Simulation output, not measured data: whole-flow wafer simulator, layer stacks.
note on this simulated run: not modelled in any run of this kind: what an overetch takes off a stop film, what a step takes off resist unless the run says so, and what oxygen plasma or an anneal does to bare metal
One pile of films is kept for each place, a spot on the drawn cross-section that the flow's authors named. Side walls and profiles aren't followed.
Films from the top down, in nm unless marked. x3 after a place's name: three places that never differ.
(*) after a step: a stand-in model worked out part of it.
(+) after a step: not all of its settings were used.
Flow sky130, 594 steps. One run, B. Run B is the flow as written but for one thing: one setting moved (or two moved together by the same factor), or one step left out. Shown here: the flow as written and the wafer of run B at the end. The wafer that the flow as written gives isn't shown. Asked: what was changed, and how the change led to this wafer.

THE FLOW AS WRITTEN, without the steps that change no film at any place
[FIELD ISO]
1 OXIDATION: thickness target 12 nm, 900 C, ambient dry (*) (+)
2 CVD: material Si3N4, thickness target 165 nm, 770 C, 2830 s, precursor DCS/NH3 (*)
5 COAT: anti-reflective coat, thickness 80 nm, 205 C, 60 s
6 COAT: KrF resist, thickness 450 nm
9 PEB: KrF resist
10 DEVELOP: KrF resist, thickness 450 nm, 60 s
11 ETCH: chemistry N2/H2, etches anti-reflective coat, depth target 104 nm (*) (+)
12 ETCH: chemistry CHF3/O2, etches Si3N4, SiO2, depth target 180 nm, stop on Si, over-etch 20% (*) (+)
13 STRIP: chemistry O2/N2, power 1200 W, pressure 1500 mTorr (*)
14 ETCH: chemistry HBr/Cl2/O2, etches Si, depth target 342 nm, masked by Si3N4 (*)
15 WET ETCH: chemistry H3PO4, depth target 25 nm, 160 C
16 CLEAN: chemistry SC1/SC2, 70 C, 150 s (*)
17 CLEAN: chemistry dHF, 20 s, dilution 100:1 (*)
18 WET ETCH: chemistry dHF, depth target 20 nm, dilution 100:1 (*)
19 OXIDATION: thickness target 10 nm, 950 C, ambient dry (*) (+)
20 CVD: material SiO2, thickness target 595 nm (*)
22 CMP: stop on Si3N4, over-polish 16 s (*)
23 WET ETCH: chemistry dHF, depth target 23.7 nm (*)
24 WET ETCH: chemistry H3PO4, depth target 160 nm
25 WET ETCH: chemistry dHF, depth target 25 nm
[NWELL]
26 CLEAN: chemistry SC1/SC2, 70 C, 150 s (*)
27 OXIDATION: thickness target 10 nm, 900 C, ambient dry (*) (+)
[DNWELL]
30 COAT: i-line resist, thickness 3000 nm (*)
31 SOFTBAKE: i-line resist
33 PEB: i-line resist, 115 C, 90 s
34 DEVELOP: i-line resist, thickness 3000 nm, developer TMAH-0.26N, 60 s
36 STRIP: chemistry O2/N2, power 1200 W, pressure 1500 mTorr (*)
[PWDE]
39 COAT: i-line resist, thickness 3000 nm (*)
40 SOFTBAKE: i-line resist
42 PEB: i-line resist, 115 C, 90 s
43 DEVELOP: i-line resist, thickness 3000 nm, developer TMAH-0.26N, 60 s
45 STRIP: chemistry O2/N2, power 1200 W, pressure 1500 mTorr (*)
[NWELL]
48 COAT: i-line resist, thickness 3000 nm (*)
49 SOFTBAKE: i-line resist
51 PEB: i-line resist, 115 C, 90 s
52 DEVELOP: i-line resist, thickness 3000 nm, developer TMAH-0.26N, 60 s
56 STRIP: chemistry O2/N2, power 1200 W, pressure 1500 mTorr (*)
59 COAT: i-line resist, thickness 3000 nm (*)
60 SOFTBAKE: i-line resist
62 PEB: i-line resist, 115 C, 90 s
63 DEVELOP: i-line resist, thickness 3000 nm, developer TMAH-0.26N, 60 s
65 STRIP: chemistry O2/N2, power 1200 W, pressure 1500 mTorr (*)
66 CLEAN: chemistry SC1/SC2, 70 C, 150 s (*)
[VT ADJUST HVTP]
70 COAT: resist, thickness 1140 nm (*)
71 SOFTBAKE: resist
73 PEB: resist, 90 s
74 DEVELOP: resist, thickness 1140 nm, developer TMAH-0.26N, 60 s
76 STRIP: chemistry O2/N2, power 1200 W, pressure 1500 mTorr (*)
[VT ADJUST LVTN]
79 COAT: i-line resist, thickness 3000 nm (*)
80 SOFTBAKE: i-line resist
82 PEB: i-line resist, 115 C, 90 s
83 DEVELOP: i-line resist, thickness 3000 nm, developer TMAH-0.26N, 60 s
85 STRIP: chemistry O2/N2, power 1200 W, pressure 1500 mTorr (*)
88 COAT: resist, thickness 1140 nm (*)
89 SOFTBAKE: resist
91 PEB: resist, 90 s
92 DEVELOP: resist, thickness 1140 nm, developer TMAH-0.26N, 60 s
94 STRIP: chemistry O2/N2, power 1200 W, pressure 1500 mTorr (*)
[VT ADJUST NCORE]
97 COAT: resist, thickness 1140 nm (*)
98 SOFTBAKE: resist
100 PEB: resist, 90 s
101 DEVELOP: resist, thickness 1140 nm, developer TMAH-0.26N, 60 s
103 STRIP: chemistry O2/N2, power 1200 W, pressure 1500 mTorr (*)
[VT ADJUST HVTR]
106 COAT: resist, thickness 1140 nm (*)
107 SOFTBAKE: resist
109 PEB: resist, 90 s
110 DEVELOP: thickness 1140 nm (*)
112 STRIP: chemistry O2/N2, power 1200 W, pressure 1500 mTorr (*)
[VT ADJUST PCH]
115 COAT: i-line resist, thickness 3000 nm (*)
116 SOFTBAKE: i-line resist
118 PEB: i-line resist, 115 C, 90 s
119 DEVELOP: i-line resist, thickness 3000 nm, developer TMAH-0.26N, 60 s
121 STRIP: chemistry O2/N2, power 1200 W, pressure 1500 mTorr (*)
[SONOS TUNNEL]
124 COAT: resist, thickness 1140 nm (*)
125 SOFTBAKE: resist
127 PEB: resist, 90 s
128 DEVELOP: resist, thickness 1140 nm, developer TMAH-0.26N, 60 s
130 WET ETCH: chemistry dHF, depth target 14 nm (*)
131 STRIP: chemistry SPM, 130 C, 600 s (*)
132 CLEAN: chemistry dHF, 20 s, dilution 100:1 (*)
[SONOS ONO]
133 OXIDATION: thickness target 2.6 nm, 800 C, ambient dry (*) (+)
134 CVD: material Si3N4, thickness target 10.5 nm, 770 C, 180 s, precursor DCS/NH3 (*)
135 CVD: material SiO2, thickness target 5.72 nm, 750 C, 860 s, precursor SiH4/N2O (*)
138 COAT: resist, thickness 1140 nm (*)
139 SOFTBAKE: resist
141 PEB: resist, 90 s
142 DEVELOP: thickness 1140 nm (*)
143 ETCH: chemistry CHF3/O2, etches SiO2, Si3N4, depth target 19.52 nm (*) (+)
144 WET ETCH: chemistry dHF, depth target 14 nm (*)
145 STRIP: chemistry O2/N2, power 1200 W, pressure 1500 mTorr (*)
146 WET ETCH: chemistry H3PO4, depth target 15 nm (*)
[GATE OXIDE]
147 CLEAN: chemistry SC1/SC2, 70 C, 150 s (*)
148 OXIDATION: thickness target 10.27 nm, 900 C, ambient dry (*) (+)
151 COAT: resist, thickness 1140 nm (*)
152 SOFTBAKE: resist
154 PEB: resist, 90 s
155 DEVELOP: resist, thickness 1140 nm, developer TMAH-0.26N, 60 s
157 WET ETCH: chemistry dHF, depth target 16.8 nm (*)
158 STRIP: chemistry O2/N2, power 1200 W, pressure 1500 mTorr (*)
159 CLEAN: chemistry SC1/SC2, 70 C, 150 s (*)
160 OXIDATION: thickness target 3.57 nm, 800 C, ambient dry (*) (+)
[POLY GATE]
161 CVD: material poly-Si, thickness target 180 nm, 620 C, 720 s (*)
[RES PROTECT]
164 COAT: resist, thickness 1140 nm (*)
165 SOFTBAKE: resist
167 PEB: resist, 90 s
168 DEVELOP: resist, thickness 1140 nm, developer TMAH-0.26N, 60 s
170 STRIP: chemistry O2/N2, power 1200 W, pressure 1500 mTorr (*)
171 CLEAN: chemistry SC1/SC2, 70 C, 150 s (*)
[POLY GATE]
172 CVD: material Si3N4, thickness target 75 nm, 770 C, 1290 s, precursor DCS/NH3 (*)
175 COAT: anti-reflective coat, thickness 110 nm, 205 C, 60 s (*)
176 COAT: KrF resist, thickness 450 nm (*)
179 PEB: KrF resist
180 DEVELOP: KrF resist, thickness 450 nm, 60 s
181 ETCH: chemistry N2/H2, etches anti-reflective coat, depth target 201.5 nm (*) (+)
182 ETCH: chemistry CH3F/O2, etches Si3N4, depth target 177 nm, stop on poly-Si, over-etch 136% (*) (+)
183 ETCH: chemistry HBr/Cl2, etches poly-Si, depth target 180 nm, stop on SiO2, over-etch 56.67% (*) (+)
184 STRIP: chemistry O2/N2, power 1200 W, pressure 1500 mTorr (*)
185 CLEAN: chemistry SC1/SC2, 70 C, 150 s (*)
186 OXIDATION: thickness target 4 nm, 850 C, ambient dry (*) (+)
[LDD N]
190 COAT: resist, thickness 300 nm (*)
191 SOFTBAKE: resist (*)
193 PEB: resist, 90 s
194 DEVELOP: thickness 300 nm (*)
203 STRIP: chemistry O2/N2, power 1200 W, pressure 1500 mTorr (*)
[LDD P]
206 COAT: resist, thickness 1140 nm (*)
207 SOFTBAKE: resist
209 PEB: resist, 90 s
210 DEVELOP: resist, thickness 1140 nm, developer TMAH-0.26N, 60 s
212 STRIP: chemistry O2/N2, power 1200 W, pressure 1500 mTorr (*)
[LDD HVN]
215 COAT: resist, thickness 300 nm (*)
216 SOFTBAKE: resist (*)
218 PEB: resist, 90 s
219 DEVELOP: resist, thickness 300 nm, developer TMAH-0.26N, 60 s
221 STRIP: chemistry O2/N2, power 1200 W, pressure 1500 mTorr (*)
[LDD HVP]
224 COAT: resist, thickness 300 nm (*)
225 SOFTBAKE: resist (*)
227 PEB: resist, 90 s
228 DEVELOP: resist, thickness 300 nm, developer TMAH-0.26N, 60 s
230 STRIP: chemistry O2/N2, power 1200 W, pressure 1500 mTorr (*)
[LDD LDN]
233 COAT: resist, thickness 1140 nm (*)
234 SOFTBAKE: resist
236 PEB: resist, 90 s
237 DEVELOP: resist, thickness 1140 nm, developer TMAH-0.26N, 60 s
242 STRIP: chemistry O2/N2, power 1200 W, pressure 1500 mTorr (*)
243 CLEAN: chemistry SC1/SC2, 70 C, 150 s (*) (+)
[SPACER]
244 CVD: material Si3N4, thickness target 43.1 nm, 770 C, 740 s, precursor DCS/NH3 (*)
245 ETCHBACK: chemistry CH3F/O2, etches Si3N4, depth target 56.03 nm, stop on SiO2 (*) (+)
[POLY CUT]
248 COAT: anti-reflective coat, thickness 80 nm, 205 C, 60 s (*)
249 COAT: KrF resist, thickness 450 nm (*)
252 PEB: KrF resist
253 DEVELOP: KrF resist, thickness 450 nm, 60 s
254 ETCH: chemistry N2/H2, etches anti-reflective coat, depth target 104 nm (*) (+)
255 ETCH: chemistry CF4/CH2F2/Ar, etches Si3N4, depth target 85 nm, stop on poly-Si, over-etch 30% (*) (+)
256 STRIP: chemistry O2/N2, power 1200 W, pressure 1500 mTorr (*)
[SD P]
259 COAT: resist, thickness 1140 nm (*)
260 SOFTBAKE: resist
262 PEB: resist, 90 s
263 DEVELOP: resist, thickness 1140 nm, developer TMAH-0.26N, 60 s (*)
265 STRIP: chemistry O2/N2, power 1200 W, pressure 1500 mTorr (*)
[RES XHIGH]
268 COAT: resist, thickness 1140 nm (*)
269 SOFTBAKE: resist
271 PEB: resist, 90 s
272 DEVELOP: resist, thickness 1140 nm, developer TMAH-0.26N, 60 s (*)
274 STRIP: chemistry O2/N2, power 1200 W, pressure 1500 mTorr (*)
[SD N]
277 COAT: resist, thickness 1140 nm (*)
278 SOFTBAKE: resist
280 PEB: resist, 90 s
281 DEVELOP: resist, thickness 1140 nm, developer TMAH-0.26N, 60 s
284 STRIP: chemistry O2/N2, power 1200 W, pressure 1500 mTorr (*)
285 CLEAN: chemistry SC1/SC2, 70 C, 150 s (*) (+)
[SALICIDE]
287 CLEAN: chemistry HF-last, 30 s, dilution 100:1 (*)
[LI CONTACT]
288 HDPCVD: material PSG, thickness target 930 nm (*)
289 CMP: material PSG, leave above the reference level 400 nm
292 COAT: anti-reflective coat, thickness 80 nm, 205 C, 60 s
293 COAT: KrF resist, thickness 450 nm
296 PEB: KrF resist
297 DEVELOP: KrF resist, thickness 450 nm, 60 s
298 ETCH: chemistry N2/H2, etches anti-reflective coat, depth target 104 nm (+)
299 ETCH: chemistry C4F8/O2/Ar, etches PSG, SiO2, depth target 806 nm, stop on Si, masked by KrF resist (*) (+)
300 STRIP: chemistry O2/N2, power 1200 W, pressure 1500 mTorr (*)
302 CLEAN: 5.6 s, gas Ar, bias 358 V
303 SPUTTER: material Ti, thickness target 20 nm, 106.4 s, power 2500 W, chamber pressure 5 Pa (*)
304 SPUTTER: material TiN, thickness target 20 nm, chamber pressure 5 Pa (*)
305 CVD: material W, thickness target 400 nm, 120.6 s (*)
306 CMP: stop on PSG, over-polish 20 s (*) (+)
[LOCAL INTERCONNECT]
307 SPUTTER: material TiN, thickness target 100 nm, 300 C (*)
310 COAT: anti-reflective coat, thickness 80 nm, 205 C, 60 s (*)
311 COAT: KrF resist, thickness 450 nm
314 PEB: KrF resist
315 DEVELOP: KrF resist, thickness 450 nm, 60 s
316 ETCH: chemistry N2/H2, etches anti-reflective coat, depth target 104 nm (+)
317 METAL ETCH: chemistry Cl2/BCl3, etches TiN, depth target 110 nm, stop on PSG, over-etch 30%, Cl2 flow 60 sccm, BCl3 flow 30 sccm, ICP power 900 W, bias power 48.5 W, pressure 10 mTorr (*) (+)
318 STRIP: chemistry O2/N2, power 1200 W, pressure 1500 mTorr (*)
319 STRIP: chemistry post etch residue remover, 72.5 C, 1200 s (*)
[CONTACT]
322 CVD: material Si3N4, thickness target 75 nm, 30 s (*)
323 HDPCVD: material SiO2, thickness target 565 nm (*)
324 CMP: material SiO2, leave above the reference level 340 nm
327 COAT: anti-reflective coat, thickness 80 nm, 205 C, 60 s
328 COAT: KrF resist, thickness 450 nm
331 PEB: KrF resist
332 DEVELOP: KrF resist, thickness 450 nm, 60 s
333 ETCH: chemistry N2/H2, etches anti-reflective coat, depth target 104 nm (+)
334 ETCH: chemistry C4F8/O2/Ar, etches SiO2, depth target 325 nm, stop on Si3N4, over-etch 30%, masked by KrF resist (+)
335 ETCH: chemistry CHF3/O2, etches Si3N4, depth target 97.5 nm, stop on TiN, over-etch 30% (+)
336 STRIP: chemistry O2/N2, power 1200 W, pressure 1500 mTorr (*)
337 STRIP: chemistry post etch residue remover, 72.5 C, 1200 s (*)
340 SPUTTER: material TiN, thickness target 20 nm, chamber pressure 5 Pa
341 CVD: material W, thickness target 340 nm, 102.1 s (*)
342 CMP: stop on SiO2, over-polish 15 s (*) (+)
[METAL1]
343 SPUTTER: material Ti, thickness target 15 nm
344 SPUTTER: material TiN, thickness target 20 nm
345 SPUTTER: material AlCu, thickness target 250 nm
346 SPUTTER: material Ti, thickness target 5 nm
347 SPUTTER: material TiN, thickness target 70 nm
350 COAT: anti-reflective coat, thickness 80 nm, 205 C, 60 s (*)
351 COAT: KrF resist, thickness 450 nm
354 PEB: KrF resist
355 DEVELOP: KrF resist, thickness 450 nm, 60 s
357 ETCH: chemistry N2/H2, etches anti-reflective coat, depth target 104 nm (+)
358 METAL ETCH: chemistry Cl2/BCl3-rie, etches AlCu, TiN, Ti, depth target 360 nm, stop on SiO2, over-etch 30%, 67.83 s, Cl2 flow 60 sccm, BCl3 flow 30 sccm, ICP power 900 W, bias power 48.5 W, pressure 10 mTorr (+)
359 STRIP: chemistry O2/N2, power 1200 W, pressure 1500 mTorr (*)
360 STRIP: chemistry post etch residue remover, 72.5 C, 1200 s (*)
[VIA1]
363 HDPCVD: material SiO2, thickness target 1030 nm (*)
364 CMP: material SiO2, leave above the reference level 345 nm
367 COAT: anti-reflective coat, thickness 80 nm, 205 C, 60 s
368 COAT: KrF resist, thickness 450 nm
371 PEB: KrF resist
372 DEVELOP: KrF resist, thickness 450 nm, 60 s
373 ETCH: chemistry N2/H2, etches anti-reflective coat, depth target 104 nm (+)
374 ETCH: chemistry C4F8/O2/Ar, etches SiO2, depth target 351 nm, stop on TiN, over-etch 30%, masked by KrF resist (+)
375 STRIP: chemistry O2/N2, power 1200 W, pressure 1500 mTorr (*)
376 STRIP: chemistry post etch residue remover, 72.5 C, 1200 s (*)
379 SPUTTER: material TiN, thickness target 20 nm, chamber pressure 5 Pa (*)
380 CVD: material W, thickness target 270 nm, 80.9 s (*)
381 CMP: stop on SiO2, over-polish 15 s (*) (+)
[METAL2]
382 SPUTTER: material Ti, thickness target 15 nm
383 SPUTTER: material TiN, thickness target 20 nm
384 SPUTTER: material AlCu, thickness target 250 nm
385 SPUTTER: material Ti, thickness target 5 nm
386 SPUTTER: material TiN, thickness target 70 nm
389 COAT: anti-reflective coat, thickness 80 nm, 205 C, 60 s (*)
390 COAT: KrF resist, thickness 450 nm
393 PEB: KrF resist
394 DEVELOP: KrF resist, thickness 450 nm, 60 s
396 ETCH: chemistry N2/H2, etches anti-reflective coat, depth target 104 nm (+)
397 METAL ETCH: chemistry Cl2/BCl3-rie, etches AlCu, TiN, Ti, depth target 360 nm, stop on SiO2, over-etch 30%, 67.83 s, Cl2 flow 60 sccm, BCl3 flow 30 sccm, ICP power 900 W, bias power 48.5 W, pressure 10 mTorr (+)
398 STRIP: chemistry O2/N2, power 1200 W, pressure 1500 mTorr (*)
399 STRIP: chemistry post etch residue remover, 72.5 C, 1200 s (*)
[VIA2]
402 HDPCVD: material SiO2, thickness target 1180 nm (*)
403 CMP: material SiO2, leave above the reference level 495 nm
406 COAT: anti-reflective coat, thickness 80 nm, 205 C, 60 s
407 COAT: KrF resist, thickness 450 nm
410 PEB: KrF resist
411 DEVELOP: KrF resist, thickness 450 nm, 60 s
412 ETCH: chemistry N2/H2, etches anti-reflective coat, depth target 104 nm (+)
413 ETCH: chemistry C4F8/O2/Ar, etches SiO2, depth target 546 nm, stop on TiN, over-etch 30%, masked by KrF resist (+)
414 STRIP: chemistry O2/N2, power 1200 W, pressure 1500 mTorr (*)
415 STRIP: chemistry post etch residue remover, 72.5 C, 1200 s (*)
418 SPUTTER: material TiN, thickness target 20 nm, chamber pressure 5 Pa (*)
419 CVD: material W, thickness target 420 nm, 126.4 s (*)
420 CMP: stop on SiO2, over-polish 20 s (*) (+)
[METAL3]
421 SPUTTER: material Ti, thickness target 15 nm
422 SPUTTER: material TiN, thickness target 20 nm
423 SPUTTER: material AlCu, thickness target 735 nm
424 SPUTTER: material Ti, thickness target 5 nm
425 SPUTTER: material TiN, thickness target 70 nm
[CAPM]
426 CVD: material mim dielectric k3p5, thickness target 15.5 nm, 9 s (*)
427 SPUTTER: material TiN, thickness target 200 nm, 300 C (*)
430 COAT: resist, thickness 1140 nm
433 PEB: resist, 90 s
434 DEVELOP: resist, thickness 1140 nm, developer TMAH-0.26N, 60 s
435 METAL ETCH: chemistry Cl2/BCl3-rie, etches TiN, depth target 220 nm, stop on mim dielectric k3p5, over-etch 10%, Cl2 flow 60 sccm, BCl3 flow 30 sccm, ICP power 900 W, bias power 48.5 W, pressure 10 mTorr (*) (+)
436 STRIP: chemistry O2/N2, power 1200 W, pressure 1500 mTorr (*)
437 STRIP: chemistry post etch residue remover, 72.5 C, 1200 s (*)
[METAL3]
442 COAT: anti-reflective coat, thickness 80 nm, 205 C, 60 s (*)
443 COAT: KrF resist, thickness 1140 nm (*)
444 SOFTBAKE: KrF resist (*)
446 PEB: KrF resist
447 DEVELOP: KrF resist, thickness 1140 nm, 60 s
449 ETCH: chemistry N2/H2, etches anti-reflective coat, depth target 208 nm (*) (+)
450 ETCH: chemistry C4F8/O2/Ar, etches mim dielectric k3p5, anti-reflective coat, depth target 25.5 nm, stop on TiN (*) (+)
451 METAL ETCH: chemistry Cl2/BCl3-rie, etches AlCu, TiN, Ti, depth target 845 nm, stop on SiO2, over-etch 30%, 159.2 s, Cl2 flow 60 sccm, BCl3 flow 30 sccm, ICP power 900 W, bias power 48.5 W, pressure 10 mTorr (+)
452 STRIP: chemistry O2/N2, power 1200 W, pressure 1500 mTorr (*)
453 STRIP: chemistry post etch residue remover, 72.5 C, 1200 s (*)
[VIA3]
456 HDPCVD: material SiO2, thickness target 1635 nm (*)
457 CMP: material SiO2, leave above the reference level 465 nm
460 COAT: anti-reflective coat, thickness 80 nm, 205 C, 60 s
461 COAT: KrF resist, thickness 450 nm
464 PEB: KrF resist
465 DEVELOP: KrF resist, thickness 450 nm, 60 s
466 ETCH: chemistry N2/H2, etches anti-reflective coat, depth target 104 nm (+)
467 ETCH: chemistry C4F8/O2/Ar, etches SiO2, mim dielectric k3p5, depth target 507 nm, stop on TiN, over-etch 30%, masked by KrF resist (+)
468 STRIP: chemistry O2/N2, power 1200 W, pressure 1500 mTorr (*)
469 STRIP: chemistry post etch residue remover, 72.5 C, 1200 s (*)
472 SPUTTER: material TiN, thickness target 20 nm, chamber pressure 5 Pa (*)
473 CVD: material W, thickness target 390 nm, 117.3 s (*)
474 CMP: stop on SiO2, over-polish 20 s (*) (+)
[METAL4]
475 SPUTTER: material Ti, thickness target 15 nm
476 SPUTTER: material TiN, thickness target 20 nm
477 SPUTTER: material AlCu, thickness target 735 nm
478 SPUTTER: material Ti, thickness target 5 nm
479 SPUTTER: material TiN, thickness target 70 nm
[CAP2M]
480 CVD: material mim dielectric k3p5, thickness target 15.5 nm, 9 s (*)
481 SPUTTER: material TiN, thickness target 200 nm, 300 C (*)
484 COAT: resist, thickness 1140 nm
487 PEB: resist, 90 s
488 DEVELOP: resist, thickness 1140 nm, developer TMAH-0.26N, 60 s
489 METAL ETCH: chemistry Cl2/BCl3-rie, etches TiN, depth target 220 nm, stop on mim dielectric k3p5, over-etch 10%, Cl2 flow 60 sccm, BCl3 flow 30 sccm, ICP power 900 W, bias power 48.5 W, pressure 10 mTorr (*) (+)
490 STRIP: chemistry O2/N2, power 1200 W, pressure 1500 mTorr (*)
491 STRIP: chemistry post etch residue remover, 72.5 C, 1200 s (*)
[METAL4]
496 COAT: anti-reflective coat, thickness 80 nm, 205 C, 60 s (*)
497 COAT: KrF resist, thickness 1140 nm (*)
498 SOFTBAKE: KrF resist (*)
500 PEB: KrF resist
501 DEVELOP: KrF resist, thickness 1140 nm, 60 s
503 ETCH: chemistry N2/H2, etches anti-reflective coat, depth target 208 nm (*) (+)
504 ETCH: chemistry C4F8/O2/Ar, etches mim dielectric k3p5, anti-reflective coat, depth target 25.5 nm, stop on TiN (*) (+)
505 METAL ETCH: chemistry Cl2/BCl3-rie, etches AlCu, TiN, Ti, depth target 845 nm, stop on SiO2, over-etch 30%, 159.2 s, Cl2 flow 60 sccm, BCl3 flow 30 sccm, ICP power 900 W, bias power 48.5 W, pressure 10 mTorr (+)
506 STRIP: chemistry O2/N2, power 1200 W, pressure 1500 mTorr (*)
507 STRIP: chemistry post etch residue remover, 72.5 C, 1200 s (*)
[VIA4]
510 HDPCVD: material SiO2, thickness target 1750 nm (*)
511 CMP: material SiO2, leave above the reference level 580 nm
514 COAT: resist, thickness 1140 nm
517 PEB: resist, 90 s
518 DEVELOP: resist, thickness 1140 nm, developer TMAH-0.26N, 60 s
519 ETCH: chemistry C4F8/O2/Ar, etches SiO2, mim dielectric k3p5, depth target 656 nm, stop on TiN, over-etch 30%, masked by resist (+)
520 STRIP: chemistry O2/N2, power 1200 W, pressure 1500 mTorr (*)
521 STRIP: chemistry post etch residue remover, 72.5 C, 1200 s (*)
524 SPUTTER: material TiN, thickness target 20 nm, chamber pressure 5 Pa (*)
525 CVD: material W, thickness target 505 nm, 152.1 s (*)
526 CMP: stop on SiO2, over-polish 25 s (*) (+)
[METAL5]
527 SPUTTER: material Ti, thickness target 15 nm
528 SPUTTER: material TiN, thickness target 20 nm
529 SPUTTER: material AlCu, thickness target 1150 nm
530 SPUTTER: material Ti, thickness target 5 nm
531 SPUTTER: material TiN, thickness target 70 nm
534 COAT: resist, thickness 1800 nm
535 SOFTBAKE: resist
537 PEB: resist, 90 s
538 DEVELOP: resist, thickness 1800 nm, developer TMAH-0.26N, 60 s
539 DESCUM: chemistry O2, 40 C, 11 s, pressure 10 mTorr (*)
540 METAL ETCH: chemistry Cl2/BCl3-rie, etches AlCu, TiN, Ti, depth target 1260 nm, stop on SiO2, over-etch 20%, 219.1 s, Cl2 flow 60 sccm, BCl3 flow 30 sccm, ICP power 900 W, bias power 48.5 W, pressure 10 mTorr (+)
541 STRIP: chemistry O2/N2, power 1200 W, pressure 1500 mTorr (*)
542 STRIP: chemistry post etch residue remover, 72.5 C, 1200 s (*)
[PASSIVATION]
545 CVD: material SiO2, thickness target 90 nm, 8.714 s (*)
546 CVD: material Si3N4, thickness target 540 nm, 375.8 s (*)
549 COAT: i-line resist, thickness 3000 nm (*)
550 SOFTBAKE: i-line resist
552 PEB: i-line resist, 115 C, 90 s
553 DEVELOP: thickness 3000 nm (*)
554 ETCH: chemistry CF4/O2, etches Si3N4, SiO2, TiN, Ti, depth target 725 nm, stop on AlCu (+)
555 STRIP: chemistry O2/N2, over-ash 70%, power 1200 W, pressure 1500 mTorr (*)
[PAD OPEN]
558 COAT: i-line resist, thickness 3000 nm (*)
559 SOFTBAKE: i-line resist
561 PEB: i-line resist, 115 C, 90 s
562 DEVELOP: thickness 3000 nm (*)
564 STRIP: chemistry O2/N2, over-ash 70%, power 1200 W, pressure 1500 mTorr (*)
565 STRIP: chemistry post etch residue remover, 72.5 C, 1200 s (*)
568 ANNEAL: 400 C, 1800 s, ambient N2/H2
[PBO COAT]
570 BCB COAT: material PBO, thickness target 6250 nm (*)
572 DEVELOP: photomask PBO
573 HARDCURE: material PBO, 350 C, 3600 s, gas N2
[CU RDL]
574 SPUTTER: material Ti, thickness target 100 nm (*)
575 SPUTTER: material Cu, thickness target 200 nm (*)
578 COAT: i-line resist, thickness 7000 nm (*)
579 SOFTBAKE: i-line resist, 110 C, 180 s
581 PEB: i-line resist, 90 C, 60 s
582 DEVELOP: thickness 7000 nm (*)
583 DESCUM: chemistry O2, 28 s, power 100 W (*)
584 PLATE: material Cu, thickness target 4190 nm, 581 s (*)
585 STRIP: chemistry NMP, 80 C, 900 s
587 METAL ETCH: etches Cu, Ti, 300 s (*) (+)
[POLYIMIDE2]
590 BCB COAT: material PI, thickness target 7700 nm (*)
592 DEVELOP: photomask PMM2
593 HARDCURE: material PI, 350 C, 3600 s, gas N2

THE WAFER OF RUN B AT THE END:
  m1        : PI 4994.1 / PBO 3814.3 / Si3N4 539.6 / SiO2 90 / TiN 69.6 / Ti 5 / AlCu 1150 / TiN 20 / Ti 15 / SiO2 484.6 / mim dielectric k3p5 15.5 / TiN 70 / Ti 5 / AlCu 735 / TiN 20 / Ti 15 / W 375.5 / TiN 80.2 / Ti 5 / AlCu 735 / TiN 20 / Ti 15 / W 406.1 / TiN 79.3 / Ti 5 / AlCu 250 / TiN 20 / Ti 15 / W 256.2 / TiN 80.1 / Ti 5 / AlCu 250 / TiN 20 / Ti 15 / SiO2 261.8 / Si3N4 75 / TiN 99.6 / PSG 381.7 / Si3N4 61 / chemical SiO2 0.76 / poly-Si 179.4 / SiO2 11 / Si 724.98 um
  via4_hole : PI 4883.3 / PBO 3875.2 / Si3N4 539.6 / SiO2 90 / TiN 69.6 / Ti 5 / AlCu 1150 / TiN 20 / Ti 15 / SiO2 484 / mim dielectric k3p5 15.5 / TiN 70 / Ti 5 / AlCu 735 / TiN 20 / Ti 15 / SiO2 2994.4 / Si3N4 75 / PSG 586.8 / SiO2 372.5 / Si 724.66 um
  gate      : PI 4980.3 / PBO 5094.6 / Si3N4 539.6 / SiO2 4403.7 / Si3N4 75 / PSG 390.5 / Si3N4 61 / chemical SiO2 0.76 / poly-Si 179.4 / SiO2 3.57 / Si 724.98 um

The cause: step 519, ETCH: chemistry C4F8/O2/Ar, etches SiO2, mim dielectric k3p5, depth target 656 nm, stop on TiN, over-etch 30%, masked by resist (+), was left out.

How the change led to this, step by step:
  520 STRIP: chemistry O2/N2, power 1200 W, pressure 1500 mTorr (*)
      field, active, n_well and 188 more: resist -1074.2 (all of it) (as written it would be: resist -943 (all of it))
  524 SPUTTER: material TiN, thickness target 20 nm, chamber pressure 5 Pa (*)
      m1, via4_hole: TiN +20 (new film) (as written it would be: TiN +15.3)
  525 CVD: material W, thickness target 505 nm, 152.1 s (*)
      m1: W +505 (new film) (as written it would be: W +1015.8 (new film))
      via4_hole: W +505 (new film) (as written it would be: W +1015.2 (new film))
  526 CMP: stop on SiO2, over-polish 25 s (*) (+)
      m1, via4_hole: W -505 (all of it), TiN -20 (all of it), SiO2 -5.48 (as written it would be: W -532.7)
Counting metal films that touch as one body, m1 has 3 bodies (between them, from the top down: SiO2 484.6 / mim dielectric k3p5 15.5; SiO2 261.8 / Si3N4 75); the flow as written gives 2 bodies (between them, from the top down: SiO2 261.8 / Si3N4 75).
Counting metal films that touch as one body, via4_hole has 2 bodies (between them, from the top down: SiO2 484 / mim dielectric k3p5 15.5); the flow as written gives 1 body.
